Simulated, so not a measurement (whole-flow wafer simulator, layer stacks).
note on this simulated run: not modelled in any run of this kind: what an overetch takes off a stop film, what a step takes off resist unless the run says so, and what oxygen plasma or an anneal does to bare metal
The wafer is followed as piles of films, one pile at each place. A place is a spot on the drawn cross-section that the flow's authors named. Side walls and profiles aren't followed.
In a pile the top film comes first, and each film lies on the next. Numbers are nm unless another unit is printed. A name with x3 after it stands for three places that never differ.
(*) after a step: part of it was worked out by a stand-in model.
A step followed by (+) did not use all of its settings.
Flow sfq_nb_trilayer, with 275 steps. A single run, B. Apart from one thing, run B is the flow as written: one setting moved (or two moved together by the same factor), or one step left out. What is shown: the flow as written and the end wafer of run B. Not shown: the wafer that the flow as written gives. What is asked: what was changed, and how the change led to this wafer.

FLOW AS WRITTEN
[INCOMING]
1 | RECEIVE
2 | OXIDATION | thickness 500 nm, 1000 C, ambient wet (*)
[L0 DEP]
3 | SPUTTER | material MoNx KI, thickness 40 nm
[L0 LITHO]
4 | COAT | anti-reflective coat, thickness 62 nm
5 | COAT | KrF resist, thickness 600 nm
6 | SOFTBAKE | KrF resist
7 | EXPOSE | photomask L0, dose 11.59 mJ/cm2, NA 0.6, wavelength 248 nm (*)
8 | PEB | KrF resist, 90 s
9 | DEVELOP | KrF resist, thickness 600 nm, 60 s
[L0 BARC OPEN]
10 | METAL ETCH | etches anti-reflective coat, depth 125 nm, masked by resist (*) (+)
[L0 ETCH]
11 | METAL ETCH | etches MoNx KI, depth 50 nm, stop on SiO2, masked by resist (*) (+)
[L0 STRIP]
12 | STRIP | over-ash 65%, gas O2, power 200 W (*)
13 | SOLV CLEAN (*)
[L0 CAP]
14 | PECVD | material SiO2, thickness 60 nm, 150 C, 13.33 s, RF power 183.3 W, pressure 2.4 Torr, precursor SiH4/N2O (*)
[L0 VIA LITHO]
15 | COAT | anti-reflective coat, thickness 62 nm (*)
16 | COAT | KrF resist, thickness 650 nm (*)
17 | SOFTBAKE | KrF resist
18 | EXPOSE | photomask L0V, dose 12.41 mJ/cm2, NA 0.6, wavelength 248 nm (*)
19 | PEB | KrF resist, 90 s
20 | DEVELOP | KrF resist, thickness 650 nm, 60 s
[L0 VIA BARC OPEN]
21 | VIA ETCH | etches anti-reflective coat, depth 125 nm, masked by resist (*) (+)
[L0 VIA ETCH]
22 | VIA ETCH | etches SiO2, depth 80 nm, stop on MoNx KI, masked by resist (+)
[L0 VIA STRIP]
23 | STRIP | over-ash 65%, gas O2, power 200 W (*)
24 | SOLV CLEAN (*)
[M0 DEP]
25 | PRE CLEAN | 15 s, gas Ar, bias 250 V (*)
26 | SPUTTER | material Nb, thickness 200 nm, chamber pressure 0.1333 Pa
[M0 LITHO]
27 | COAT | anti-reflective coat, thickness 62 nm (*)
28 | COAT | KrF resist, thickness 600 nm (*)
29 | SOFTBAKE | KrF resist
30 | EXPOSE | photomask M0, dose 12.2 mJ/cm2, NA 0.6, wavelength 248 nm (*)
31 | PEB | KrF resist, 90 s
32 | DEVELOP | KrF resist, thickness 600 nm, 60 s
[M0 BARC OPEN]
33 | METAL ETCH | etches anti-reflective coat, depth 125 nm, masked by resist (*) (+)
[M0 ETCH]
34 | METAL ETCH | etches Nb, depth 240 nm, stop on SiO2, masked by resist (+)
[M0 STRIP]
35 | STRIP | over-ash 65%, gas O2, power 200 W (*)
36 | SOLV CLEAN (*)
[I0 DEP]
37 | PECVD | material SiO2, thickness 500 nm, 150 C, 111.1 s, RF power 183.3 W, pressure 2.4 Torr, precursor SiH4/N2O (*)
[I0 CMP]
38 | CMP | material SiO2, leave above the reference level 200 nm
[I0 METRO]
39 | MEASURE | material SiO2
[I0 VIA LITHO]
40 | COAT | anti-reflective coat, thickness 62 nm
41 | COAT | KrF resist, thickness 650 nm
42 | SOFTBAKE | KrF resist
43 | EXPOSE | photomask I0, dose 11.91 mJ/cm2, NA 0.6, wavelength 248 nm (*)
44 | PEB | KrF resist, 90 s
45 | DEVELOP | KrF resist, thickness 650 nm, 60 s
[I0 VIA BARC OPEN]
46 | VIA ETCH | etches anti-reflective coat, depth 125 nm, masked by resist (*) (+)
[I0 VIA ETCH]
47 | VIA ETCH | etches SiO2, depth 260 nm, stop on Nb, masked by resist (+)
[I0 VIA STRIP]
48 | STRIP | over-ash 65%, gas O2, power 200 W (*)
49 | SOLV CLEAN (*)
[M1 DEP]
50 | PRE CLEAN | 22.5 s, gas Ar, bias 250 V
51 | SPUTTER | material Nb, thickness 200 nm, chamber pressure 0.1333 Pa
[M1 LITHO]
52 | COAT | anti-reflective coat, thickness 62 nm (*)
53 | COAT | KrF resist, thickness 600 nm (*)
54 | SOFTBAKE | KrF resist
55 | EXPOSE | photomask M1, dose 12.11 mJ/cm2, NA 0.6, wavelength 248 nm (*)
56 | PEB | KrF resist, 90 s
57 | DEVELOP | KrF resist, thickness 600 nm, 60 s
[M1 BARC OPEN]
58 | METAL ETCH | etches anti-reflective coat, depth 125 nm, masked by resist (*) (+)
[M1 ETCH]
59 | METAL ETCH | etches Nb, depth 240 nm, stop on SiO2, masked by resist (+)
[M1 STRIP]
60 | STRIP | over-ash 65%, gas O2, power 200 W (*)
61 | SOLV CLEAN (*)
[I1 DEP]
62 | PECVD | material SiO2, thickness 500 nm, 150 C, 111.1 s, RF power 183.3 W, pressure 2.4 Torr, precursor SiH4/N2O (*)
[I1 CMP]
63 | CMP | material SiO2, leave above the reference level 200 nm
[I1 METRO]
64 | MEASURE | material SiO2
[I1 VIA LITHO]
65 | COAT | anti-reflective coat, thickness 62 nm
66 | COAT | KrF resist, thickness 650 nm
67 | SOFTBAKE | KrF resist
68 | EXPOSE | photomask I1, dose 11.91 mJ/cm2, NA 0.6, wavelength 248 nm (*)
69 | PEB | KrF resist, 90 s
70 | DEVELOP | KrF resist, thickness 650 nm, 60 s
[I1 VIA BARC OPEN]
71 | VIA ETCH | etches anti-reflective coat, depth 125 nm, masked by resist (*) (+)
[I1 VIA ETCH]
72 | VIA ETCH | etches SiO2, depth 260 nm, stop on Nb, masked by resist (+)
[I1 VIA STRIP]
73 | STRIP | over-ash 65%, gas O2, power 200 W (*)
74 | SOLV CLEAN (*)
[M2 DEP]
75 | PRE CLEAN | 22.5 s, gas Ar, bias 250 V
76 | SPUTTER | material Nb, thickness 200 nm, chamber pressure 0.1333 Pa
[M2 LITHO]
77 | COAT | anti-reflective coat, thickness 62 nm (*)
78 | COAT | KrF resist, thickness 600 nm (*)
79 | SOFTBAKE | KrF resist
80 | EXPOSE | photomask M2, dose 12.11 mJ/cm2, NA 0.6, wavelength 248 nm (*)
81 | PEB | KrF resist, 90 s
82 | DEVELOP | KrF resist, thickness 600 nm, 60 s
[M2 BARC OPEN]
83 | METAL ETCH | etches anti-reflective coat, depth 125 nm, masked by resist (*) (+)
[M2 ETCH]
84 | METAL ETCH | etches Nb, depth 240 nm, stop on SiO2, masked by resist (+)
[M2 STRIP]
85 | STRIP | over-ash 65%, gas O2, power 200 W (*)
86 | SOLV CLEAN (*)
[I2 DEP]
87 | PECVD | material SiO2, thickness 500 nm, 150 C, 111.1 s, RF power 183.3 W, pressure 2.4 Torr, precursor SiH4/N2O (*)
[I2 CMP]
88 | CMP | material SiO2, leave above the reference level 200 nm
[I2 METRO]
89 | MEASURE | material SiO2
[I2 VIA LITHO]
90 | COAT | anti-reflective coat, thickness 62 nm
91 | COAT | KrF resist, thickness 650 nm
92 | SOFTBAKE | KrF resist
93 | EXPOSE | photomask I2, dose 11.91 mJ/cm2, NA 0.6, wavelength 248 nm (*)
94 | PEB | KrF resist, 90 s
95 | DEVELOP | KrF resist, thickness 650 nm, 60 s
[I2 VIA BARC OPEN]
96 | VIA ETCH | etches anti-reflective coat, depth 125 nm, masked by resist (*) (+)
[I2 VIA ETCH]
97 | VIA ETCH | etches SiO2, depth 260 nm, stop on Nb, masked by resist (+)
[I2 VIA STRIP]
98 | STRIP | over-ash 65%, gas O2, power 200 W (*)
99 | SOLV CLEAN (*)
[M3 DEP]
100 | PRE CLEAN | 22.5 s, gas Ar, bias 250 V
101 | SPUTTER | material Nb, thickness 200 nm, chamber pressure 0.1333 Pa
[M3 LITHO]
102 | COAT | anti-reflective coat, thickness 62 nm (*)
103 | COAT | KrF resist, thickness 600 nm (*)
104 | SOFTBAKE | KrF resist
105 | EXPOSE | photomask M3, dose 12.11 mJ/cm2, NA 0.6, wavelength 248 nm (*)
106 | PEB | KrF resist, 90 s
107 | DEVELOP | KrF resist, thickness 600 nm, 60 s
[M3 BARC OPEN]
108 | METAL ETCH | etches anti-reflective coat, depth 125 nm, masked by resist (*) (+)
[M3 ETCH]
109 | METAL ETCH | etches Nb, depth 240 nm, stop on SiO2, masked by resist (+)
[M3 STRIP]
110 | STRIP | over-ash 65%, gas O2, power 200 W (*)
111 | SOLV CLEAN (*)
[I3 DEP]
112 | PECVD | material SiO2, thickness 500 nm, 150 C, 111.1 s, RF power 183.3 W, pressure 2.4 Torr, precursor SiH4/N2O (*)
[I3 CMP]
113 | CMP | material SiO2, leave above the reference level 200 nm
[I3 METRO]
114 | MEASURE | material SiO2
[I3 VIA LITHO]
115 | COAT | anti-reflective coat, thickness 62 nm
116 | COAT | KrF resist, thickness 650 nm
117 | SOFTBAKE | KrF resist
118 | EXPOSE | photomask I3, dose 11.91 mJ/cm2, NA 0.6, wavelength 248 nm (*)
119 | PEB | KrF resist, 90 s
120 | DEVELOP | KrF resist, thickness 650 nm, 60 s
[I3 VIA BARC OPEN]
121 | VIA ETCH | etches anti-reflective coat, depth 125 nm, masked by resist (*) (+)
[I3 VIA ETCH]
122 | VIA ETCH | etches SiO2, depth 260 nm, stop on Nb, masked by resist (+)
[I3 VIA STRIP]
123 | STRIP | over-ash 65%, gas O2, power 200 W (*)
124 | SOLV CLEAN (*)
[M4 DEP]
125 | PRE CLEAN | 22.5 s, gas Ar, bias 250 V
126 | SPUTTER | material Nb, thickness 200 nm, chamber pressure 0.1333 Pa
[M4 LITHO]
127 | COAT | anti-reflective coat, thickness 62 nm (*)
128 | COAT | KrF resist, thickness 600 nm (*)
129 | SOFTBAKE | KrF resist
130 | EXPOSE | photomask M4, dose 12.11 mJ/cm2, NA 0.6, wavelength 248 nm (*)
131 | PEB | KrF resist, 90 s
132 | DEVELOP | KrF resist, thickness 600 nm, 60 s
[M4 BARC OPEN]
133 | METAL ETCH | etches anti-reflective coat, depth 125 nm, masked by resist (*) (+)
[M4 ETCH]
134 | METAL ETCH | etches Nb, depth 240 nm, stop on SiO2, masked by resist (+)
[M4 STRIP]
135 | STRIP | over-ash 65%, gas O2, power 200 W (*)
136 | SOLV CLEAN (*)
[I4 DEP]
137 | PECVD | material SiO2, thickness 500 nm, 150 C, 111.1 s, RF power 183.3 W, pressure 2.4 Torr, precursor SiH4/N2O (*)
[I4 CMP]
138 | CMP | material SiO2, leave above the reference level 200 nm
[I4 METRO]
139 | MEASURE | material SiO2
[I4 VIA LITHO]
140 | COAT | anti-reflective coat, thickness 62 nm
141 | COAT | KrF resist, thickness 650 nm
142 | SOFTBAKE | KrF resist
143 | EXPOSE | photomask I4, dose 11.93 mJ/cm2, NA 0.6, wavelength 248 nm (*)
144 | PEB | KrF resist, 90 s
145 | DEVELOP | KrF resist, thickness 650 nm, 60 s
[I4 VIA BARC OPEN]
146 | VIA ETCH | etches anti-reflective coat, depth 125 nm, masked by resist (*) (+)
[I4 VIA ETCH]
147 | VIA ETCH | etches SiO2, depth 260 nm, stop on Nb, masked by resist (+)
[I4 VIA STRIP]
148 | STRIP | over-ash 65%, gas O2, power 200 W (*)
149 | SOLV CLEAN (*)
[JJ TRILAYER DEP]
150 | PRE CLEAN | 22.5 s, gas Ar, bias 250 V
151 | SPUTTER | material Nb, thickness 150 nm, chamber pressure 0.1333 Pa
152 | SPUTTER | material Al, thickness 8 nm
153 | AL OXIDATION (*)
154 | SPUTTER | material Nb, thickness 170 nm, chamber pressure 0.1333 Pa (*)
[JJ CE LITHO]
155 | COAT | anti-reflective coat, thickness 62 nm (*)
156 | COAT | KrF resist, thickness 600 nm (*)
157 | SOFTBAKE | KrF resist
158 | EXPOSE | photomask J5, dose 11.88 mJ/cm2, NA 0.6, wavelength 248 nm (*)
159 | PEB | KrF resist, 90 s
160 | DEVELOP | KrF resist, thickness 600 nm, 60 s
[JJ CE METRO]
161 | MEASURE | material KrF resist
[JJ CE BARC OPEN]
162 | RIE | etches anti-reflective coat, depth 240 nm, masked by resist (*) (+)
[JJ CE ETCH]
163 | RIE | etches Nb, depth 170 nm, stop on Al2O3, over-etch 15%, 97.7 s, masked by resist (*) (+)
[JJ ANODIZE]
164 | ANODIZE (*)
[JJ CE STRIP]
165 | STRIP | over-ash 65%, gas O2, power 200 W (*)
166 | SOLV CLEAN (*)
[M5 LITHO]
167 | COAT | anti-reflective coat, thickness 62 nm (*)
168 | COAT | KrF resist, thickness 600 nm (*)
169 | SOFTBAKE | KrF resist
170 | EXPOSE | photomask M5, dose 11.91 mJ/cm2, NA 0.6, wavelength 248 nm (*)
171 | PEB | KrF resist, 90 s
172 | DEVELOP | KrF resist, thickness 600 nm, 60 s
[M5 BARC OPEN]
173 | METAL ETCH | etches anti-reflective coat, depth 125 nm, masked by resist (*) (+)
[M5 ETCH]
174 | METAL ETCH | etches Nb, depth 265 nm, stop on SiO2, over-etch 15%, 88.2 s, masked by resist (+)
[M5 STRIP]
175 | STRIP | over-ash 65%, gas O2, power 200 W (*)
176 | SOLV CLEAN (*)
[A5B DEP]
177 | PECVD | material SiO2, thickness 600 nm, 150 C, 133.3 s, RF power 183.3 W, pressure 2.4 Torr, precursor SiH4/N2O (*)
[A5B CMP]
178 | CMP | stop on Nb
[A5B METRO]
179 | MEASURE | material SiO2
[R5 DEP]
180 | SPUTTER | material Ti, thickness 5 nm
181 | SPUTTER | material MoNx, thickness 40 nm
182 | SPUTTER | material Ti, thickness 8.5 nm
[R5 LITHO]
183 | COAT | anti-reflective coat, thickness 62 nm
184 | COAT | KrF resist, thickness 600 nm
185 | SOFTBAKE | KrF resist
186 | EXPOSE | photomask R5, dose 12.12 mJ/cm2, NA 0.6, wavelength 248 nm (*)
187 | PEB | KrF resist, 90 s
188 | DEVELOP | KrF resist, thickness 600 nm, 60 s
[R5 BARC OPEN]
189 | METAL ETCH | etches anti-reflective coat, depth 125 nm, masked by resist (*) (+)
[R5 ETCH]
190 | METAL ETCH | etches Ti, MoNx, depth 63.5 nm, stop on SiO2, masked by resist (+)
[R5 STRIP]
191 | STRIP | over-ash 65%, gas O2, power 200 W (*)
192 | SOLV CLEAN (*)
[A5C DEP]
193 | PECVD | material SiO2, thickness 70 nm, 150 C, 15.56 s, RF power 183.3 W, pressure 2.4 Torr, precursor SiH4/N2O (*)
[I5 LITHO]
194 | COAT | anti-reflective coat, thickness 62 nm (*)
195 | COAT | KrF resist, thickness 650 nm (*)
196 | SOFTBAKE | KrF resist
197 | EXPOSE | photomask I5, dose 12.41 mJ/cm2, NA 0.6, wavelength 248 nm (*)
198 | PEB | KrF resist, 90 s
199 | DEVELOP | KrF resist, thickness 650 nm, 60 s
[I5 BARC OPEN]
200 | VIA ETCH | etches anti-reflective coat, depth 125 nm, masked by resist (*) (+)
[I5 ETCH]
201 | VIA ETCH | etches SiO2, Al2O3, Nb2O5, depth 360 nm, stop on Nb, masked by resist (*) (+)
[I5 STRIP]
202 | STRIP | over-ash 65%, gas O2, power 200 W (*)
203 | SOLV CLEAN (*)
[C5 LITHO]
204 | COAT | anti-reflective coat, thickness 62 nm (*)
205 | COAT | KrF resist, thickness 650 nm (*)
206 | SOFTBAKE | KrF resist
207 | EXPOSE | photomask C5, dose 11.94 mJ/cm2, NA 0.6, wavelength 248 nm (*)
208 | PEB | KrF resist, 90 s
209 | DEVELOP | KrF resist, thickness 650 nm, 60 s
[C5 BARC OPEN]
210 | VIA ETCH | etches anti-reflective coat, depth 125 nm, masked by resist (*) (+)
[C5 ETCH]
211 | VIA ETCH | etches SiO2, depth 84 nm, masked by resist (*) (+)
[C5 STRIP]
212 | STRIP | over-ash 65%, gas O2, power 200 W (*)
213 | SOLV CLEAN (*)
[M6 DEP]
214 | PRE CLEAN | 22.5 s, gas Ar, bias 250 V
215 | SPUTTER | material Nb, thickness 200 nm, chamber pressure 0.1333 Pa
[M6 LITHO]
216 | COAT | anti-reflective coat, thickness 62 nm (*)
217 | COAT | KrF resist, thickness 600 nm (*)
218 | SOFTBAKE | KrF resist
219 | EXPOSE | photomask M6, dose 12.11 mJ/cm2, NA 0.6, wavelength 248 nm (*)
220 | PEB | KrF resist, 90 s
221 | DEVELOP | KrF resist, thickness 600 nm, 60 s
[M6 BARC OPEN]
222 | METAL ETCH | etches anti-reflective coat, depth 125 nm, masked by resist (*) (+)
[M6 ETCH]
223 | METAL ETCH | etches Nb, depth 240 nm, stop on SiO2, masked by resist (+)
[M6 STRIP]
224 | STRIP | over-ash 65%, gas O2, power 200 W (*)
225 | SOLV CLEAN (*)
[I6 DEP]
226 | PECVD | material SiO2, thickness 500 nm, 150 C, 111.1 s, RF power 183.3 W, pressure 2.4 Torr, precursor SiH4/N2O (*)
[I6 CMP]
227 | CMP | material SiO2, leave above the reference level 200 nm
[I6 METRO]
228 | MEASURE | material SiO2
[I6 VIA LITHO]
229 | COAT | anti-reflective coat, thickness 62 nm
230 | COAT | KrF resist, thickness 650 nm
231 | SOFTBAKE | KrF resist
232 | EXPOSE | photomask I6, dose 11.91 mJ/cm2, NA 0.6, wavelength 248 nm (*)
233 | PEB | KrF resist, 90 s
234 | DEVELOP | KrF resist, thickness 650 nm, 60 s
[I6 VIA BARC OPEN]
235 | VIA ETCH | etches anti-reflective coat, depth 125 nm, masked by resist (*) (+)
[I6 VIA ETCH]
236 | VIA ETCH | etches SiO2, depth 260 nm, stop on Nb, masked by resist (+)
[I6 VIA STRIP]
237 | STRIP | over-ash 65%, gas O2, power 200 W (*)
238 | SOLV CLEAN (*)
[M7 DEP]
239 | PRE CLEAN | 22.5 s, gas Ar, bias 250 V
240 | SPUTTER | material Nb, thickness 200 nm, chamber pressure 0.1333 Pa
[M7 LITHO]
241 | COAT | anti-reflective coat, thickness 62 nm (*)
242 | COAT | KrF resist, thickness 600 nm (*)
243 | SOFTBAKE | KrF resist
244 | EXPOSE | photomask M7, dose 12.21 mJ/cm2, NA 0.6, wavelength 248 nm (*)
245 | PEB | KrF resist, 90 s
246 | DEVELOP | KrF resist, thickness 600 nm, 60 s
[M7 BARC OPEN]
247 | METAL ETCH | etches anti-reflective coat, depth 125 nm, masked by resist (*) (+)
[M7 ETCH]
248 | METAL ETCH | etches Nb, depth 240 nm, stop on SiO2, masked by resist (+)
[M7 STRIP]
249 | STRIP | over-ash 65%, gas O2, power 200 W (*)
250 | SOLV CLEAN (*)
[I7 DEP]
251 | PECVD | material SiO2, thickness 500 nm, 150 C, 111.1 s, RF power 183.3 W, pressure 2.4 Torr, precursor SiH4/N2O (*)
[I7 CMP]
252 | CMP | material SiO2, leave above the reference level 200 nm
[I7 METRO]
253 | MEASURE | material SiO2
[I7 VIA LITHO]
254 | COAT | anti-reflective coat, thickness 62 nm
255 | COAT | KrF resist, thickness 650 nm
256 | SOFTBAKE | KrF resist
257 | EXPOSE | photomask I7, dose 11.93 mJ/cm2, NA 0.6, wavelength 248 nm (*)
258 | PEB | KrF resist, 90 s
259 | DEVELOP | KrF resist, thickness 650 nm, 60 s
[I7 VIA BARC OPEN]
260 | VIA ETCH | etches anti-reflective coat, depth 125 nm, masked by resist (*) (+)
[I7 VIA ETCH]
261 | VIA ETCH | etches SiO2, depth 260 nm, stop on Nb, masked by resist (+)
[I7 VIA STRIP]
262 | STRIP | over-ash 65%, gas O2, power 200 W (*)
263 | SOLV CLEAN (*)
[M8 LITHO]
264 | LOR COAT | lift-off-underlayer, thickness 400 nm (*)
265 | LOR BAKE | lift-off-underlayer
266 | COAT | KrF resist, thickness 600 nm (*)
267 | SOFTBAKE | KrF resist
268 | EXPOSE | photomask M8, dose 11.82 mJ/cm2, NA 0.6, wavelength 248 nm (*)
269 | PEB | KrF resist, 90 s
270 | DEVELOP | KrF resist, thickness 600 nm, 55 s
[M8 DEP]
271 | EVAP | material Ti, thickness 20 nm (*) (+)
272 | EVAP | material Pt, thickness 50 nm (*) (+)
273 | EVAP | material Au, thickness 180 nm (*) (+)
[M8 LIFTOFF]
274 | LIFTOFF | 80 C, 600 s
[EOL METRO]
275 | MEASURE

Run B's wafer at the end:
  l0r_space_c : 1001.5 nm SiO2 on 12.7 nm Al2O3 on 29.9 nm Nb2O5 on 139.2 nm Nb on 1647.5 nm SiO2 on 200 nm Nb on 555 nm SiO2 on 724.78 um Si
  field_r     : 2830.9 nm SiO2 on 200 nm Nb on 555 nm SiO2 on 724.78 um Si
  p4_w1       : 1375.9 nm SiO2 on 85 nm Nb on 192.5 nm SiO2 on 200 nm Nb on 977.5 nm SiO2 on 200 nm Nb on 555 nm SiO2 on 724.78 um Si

The reason: step 126, SPUTTER: thickness 85 nm was run, whereas the flow has thickness 200 nm.
One can read it off the wafer: p4_w1 has Nb 85, and step 126 as written asks for 200 nm.

How this came from the change, step by step:
  126 | SPUTTER | material Nb, thickness 200 nm, chamber pressure 0.1333 Pa
      field_l, v_sur, via_wl and 102 more: +85 Nb (new film) (in the flow as written it would be: +200 Nb (new film))
      via_v: +70 Nb (in the flow as written it would be: +165.5 Nb)
  127 | COAT | anti-reflective coat, thickness 62 nm (*)
      via_v: +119 anti-reflective coat (new film) (in the flow as written it would be: +124.8 anti-reflective coat (new film))
  134 | METAL ETCH | etches Nb, depth 240 nm, stop on SiO2, masked by resist (+)
      field_l, be, be_sur and 64 more: -85 Nb (all of it) (in the flow as written it would be: -200 Nb (all of it))
      v_sur, via_wl, via_w and 36 more: -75 KrF resist (in the flow as written it would be: -141.2 KrF resist)
  135 | STRIP | over-ash 65%, gas O2, power 200 W (*)
      p4_fl, p4_fm, p4_w1 and 26 more: -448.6 KrF resist (all of it), -62 anti-reflective coat (all of it) (in the flow as written it would be: -382.4 KrF resist (all of it), -62 anti-reflective coat (all of it))
      lsp_m, ln_m6: -448.2 KrF resist (all of it), -61.8 anti-reflective coat (all of it) (in the flow as written it would be: -381.9 KrF resist (all of it), -61.8 anti-reflective coat (all of it))
      (also at 8 further places)
  137 | PECVD | material SiO2, thickness 500 nm, 150 C, 111.1 s, RF power 183.3 W, pressure 2.4 Torr, precursor SiH4/N2O (*)
      p3_s0, p3_s1, p3_s2, p3_s3, p3_s4, p3_s5: +500 SiO2 (in the flow as written it would be: +557.1 SiO2)
      via_v: +582.8 SiO2 (new film) (in the flow as written it would be: +615 SiO2 (new film))
  138 | CMP | material SiO2, leave above the reference level 200 nm
      field_l, be, be_sur and 55 more: -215 SiO2 (in the flow as written it would be: -100 SiO2)
      p3_s0, p3_s1, p3_s2, p3_s3, p3_s4, p3_s5: -215 SiO2 (in the flow as written it would be: -157.1 SiO2)
      (also at 4 further places)
